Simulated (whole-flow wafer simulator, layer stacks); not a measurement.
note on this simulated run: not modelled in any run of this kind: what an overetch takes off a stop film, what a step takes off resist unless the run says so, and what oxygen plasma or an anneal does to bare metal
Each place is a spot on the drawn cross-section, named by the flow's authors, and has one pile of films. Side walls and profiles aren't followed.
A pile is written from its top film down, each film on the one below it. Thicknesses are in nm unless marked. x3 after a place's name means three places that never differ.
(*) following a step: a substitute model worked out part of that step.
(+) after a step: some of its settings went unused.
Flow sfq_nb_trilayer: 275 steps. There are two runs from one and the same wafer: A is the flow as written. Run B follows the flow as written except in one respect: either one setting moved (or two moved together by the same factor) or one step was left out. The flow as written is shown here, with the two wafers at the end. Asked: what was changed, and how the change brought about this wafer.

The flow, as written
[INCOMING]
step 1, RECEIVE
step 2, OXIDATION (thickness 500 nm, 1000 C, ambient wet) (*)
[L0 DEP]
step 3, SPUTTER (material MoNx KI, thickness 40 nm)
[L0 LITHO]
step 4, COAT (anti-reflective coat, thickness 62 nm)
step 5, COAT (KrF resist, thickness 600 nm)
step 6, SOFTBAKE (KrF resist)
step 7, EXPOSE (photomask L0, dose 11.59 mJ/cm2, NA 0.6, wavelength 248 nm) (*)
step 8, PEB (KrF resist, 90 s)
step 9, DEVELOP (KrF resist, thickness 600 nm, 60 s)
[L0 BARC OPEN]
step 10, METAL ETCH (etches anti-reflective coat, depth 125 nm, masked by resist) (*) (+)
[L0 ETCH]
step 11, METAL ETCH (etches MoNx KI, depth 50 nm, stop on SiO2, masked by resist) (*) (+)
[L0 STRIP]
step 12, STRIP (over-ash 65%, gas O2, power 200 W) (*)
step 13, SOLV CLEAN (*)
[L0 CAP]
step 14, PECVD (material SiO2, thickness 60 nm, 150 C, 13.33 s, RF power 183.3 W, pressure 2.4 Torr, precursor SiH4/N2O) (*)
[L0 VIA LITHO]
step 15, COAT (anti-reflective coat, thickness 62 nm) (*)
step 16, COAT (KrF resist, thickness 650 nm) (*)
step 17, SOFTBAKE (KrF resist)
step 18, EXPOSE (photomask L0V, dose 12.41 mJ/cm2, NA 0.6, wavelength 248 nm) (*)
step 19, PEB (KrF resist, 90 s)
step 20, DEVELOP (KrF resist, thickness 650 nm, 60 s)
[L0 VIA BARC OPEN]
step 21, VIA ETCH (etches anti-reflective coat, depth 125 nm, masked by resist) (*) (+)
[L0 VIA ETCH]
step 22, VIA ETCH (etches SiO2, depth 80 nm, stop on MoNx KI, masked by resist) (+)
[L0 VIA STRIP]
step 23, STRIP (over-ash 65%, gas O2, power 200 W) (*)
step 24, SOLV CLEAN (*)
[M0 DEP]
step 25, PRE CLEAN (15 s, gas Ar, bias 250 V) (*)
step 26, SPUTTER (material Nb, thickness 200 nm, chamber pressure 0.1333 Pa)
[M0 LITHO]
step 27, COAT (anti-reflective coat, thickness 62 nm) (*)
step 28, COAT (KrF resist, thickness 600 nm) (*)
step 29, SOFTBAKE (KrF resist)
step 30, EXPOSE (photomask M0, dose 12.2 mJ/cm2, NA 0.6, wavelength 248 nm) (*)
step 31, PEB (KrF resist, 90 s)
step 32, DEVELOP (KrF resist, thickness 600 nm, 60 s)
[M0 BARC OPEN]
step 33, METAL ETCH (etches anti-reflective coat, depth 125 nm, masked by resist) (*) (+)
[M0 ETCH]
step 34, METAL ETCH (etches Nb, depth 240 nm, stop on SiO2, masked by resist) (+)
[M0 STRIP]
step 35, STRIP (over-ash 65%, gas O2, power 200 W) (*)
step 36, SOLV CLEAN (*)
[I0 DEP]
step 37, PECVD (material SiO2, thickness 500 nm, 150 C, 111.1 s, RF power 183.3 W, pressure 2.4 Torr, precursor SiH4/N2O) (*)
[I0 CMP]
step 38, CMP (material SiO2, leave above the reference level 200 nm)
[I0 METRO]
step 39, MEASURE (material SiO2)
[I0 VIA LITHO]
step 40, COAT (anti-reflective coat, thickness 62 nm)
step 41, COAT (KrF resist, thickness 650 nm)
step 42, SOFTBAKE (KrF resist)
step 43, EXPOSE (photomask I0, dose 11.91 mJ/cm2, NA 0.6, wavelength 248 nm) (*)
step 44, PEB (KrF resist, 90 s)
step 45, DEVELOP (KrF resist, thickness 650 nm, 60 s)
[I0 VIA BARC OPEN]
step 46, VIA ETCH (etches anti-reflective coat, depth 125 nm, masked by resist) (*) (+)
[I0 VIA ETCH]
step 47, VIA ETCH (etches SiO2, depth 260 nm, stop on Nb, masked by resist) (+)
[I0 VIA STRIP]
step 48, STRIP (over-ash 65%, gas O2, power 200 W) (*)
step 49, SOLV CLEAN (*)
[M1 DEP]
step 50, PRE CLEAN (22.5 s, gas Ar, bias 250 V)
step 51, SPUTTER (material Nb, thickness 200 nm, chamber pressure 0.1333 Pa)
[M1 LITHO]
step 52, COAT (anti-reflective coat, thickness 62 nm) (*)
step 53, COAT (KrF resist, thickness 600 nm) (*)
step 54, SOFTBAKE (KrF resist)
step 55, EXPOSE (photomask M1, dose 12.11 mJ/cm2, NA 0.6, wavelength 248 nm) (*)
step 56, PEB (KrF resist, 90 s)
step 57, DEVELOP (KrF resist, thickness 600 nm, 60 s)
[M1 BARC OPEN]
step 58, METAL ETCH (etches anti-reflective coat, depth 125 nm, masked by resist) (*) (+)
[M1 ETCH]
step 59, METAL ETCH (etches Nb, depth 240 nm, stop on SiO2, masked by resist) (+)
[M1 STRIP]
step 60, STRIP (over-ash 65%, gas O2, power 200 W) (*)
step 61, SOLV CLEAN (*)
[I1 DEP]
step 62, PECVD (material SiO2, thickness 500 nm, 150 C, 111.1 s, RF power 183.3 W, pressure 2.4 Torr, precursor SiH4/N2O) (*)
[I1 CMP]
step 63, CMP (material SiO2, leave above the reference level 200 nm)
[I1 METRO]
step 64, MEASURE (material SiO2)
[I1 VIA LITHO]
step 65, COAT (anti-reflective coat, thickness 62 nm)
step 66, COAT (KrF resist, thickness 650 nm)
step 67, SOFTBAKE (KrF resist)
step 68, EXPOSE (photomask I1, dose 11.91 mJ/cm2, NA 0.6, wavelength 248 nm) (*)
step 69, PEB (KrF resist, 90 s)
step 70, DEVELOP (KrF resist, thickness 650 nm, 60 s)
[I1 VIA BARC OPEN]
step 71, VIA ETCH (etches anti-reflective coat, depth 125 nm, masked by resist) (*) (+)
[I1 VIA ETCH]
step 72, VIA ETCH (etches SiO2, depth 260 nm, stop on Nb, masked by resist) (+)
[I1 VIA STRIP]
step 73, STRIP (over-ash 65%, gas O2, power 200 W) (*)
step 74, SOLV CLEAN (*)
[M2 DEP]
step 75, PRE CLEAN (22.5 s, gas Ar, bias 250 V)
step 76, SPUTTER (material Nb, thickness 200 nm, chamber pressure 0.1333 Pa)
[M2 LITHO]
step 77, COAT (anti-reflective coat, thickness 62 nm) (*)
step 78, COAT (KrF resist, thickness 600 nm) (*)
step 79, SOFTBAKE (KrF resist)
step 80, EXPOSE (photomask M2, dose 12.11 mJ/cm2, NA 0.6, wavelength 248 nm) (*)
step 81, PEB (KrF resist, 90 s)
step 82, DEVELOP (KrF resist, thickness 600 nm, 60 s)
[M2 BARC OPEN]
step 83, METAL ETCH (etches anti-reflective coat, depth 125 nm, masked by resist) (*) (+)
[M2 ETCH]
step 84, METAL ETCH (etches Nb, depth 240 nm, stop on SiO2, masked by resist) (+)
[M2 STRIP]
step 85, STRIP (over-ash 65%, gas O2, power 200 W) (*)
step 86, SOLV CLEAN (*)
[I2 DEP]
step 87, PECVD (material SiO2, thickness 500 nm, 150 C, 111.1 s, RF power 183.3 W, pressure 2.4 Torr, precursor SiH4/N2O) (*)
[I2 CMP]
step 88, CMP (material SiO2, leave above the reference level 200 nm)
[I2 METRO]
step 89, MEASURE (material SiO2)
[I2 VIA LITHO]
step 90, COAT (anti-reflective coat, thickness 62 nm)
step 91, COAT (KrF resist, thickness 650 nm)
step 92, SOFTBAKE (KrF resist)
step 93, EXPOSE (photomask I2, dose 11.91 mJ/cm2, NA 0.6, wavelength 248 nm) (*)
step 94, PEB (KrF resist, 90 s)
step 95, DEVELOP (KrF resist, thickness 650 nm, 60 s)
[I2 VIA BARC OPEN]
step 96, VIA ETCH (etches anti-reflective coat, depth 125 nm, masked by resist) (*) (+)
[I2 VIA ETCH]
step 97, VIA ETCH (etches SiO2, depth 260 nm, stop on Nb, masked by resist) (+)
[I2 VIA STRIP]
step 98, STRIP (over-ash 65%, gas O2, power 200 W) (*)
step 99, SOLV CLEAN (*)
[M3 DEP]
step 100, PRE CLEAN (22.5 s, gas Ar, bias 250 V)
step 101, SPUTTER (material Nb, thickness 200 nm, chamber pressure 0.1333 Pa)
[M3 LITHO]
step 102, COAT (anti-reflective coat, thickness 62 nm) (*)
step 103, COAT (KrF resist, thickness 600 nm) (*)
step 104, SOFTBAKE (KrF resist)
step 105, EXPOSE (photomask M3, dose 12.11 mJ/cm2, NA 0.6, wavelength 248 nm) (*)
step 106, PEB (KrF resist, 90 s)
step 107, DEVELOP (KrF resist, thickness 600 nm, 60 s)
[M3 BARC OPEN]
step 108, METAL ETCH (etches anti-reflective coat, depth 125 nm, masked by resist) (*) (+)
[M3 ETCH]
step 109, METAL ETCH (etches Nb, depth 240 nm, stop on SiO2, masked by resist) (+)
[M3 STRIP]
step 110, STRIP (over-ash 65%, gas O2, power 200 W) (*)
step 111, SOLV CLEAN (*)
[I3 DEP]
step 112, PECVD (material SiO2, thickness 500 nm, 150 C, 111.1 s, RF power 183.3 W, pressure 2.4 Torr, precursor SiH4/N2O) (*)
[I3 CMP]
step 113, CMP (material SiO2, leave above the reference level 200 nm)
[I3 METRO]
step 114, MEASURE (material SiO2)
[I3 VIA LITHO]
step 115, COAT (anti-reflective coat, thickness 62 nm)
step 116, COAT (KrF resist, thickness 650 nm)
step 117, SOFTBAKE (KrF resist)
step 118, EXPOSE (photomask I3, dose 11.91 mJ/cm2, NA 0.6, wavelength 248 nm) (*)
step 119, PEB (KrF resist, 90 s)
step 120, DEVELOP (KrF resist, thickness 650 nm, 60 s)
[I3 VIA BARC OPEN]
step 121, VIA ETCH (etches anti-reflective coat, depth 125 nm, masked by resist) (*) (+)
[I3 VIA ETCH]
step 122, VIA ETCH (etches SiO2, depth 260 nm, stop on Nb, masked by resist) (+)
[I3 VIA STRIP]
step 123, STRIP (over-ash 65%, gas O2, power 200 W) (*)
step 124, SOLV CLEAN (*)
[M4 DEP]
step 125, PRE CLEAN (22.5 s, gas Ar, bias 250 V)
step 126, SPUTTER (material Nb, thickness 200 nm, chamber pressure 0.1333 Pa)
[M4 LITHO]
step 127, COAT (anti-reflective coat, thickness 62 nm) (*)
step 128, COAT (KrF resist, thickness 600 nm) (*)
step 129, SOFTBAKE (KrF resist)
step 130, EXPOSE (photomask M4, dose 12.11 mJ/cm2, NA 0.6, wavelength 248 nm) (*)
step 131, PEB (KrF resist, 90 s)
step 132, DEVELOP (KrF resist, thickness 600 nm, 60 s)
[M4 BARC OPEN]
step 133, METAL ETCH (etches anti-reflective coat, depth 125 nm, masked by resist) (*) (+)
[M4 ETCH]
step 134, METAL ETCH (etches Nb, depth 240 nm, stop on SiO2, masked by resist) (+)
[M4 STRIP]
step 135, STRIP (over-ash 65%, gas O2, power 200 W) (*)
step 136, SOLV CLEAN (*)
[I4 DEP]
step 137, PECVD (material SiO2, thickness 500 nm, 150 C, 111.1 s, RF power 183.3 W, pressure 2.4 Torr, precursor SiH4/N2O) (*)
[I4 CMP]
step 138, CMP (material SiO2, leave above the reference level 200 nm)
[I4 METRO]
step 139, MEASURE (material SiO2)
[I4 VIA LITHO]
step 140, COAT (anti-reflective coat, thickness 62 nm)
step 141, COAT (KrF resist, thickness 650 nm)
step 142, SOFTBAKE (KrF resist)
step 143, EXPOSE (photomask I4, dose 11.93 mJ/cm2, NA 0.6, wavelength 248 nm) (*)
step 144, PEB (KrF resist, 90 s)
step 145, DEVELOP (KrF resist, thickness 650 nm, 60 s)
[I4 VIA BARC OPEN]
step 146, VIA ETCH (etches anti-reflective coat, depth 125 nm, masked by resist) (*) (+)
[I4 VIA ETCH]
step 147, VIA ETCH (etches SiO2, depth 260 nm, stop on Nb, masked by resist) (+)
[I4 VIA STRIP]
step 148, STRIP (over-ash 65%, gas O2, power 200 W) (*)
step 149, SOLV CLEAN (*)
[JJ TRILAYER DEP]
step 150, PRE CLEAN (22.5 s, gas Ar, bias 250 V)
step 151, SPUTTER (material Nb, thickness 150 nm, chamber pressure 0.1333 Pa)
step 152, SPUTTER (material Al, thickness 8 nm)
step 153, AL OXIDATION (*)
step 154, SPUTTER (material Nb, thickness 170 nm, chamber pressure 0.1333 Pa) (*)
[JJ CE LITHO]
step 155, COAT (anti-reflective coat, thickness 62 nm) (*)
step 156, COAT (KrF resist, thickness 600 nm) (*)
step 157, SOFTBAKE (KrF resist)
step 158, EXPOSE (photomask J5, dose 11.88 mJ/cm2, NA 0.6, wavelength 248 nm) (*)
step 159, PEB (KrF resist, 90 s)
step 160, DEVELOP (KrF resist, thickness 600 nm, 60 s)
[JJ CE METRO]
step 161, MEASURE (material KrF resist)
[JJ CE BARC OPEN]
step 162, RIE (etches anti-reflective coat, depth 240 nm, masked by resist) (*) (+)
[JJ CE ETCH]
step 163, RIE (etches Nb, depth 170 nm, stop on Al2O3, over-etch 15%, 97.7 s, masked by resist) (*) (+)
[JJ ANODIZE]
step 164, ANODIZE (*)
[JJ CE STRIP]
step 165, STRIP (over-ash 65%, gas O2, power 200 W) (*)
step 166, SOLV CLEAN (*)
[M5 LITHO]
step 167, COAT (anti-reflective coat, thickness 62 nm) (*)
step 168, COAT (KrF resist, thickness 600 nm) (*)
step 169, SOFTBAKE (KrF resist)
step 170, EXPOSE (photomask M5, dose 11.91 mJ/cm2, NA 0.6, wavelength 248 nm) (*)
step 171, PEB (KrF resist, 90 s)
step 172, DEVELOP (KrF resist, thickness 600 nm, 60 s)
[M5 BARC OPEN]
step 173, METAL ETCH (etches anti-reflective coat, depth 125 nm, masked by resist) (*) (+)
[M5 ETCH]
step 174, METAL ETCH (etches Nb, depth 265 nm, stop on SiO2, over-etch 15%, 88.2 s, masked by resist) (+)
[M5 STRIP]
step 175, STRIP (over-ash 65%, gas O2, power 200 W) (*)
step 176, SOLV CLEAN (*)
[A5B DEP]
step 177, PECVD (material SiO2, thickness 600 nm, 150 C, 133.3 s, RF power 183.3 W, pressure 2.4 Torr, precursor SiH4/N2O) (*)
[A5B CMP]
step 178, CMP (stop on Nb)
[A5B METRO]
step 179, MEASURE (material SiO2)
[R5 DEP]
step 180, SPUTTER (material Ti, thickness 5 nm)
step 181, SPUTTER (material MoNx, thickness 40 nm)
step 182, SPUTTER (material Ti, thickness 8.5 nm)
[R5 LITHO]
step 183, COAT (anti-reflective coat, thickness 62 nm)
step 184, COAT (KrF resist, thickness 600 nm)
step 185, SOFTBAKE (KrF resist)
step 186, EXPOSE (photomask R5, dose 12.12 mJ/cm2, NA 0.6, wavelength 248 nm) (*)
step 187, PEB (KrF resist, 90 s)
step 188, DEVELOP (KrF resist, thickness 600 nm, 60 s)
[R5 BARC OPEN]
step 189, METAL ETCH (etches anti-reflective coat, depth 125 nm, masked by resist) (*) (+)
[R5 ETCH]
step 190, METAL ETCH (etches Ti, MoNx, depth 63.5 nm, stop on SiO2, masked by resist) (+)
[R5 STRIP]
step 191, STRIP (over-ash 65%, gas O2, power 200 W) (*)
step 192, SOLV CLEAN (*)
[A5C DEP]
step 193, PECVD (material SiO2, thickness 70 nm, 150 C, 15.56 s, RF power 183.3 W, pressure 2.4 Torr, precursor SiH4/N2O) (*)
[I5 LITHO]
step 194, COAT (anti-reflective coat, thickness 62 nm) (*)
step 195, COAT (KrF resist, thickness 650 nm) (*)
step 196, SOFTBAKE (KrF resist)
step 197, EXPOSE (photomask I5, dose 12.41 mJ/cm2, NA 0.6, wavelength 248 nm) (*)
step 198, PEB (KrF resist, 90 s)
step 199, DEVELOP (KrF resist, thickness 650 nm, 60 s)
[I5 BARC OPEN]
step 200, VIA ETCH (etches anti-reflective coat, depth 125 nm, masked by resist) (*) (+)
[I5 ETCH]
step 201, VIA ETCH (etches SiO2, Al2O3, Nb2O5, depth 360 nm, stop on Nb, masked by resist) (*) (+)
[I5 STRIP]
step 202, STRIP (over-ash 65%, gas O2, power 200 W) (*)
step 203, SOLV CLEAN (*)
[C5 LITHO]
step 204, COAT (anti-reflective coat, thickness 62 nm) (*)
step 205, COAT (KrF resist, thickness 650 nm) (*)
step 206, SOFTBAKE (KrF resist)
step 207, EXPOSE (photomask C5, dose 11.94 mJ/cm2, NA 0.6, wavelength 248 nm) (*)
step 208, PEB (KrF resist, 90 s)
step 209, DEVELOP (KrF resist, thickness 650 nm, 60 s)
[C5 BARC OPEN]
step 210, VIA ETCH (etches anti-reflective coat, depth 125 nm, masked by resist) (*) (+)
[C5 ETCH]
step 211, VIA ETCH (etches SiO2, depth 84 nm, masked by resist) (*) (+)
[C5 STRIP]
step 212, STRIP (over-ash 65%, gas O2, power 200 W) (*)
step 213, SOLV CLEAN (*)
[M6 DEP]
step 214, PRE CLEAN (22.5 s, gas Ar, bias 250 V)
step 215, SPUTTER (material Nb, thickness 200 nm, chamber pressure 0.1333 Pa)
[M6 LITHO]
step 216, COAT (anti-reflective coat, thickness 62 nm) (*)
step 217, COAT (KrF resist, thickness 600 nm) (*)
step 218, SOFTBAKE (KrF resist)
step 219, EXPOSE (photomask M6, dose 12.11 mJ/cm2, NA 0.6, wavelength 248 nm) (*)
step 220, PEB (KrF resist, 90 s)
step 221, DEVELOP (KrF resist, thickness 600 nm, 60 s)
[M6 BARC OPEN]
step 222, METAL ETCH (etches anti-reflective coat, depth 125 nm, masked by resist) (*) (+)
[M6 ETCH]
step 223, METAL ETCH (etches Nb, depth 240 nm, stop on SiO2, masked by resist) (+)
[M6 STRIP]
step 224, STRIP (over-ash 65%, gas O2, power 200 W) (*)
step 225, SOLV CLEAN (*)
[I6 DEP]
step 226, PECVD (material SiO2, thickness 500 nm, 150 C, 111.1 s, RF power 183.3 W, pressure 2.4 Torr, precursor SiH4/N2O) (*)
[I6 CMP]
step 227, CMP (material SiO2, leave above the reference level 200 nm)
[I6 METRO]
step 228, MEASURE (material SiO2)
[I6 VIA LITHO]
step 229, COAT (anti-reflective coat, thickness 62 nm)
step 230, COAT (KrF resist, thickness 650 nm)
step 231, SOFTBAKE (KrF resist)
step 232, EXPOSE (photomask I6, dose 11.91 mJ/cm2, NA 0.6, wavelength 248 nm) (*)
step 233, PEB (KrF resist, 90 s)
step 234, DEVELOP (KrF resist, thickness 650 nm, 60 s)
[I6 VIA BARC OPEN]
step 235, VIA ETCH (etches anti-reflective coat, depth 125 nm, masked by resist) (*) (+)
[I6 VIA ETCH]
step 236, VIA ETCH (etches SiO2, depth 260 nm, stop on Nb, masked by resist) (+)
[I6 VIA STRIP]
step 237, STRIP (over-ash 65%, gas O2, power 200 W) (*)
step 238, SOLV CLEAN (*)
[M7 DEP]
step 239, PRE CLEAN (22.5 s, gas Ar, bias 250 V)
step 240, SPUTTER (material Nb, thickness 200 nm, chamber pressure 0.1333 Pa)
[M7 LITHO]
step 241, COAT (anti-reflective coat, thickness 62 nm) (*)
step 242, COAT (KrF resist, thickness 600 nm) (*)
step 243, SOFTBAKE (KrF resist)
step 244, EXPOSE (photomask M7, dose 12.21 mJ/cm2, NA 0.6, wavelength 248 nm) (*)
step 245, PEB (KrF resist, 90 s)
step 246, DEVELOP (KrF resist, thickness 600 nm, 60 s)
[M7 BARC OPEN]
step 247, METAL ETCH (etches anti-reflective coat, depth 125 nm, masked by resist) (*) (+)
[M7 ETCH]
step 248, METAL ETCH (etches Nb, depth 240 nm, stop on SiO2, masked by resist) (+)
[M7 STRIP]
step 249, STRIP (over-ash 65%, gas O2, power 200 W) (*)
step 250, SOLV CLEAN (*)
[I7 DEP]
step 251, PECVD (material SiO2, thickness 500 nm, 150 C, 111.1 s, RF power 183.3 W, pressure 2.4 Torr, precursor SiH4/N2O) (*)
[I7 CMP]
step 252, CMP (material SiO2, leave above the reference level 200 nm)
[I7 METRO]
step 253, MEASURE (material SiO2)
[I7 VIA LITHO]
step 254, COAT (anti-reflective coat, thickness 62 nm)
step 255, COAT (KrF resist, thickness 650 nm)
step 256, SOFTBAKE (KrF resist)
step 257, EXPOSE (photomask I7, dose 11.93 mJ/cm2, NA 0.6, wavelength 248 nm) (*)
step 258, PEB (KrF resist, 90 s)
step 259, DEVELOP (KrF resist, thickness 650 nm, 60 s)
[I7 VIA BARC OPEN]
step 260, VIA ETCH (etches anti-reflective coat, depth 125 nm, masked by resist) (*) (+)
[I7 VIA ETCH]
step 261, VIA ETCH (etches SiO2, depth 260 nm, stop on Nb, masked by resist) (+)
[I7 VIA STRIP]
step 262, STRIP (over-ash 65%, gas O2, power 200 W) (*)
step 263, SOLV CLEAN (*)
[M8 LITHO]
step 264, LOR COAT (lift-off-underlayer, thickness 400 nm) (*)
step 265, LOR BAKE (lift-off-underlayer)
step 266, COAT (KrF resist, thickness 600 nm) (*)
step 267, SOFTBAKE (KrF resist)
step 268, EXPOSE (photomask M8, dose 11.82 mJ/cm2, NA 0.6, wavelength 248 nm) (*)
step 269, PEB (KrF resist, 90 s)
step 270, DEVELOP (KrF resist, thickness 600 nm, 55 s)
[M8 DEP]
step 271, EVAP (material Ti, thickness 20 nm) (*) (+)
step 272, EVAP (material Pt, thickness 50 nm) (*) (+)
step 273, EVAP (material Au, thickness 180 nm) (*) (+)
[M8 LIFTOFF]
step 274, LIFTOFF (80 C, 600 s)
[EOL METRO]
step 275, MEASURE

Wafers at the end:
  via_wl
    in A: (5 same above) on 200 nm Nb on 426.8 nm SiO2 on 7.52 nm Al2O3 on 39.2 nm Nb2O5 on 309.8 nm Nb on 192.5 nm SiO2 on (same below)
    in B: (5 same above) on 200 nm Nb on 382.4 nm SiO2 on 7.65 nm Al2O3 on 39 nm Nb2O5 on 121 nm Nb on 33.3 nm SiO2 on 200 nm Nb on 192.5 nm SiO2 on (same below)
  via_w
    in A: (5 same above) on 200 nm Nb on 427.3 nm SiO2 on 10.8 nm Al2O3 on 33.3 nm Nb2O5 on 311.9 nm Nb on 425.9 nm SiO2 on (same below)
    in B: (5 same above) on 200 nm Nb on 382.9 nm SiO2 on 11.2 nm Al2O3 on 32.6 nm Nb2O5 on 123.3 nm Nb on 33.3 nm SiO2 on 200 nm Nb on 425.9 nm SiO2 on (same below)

Cause: step 147, VIA ETCH: depth 159 nm was run, whereas the flow has depth 260 nm.

The path from the change to this, step by step:
  step 147, VIA ETCH (etches SiO2, depth 260 nm, stop on Nb, masked by resist) (+)
      via_wl, via_w, via_wr: A SiO2 loses 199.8 (all of it) | B SiO2 loses 159
      field_l, v_sur, via_sp and 100 more: A KrF resist loses 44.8 | B KrF resist loses 27.4
  step 148, STRIP (over-ash 65%, gas O2, power 200 W) (*)
      field_l, v_sur, via_sp and 100 more: A KrF resist loses 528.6 (all of it), anti-reflective coat loses 62 (all of it) | B KrF resist loses 546 (all of it), anti-reflective coat loses 62 (all of it)
  step 150, PRE CLEAN (22.5 s, gas Ar, bias 250 V)
      via_wl, via_w, via_wr: A Nb loses 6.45 | B SiO2 loses 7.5
  step 151, SPUTTER (material Nb, thickness 150 nm, chamber pressure 0.1333 Pa)
      via_wl, via_w, via_wr: A Nb gains 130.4 | B Nb gains 135 (new film)
  step 154, SPUTTER (material Nb, thickness 170 nm, chamber pressure 0.1333 Pa) (*)
      via_wl, via_wr: A Nb gains 140.7 (new film) | B Nb gains 147.6 (new film)
      via_w: A Nb gains 141 (new film) | B Nb gains 147.9 (new film)
  step 155, COAT (anti-reflective coat, thickness 62 nm) (*)
      via_wl, via_wr: A anti-reflective coat gains 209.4 (new film) | B anti-reflective coat gains 171.4 (new film)
      v_sur: A anti-reflective coat gains 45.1 (new film) | B anti-reflective coat gains 46.9 (new film)
      (as well as at 2 more places)
  step 156, COAT (KrF resist, thickness 600 nm) (*)
      via_w: A KrF resist gains 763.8 (new film) | B KrF resist gains 726 (new film)
  step 160, DEVELOP (KrF resist, thickness 600 nm, 60 s)
      via_w: A KrF resist loses 762.1 (all of it) | B KrF resist loses 724.4 (all of it)
  step 162, RIE (etches anti-reflective coat, depth 240 nm, masked by resist) (*) (+)
      ce_l, c5j, ce_r, wl_jj: A KrF resist loses 209.4 | B KrF resist loses 171.4
      via_wl, via_wr: A anti-reflective coat loses 209.4 (all of it) | B anti-reflective coat loses 171.4 (all of it)
      (as well as at 3 more places)
  step 163, RIE (etches Nb, depth 170 nm, stop on Al2O3, over-etch 15%, 97.7 s, masked by resist) (*) (+)
      via_wl, via_wr: A Nb loses 140.7 (all of it), Al2O3 loses 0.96 (all of it) | B Nb loses 147.6 (all of it), Al2O3 loses 0.96 (all of it)
      via_w: A Nb loses 141 (all of it), Al2O3 loses 0.96 (all of it) | B Nb loses 147.9 (all of it), Al2O3 loses 0.96 (all of it)
  step 164, ANODIZE (*)
      via_w: A Al2O3 gains 10.8 (new film), Nb2O5 gains 33.3 (new film), Al loses 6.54 (all of it), Nb loses 12 | B Al2O3 gains 11.2 (new film), Nb2O5 gains 32.6 (new film), Al loses 6.81 (all of it), Nb loses 11.7
  step 165, STRIP (over-ash 65%, gas O2, power 200 W) (*)
      ce_l: A KrF resist loses 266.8 (all of it), anti-reflective coat loses 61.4 (all of it) | B KrF resist loses 305.1 (all of it), anti-reflective coat loses 61.6 (all of it)
      c5j: A KrF resist loses 266.9 (all of it), anti-reflective coat loses 61.5 (all of it) | B KrF resist loses 305.1 (all of it), anti-reflective coat loses 61.6 (all of it)
      (as well as at 2 more places)
  step 167, COAT (anti-reflective coat, thickness 62 nm) (*)
      v_sur: A anti-reflective coat gains 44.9 (new film) | B anti-reflective coat gains 43.4 (new film)
      via_wl: A anti-reflective coat gains 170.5 (new film) | B anti-reflective coat gains 130.7 (new film)
      (as well as at 2 more places)
  step 168, COAT (KrF resist, thickness 600 nm) (*)
      via_w: A KrF resist gains 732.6 (new film) | B KrF resist gains 707 (new film)
  step 175, STRIP (over-ash 65%, gas O2, power 200 W) (*)
      v_sur: A KrF resist loses 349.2 (all of it), anti-reflective coat loses 44.9 (all of it) | B KrF resist loses 355.9 (all of it), anti-reflective coat loses 43.4 (all of it)
      via_wl: A KrF resist loses 427 (all of it), anti-reflective coat loses 170.5 (all of it) | B KrF resist loses 430.2 (all of it), anti-reflective coat loses 130.7 (all of it)
      (as well as at 2 more places)
  step 178, CMP (stop on Nb)
      via_wl, via_wr: A SiO2 loses 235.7 | B SiO2 loses 280.1
      via_w: A SiO2 loses 235.2 | B SiO2 loses 279.6
If metal films that touch count as one body, via_wl has 8 bodies (between them, from the top down: SiO2 192.5; SiO2 382.4 / Al2O3 7.65 / Nb2O5 39; SiO2 33.3; SiO2 192.5; SiO2 192.5; SiO2 192.5; SiO2 192.5); the flow as written gives 7 bodies (between them, from the top down: SiO2 192.5; SiO2 426.8 / Al2O3 7.52 / Nb2O5 39.2; SiO2 192.5; SiO2 192.5; SiO2 192.5; SiO2 192.5).
If metal films that touch count as one body, via_w has 6 bodies (between them, from the top down: SiO2 192.5; SiO2 382.9 / Al2O3 11.2 / Nb2O5 32.6; SiO2 33.3; SiO2 425.9; SiO2 416.9); the flow as written gives 5 bodies (between them, from the top down: SiO2 192.5; SiO2 427.3 / Al2O3 10.8 / Nb2O5 33.3; SiO2 425.9; SiO2 416.9).
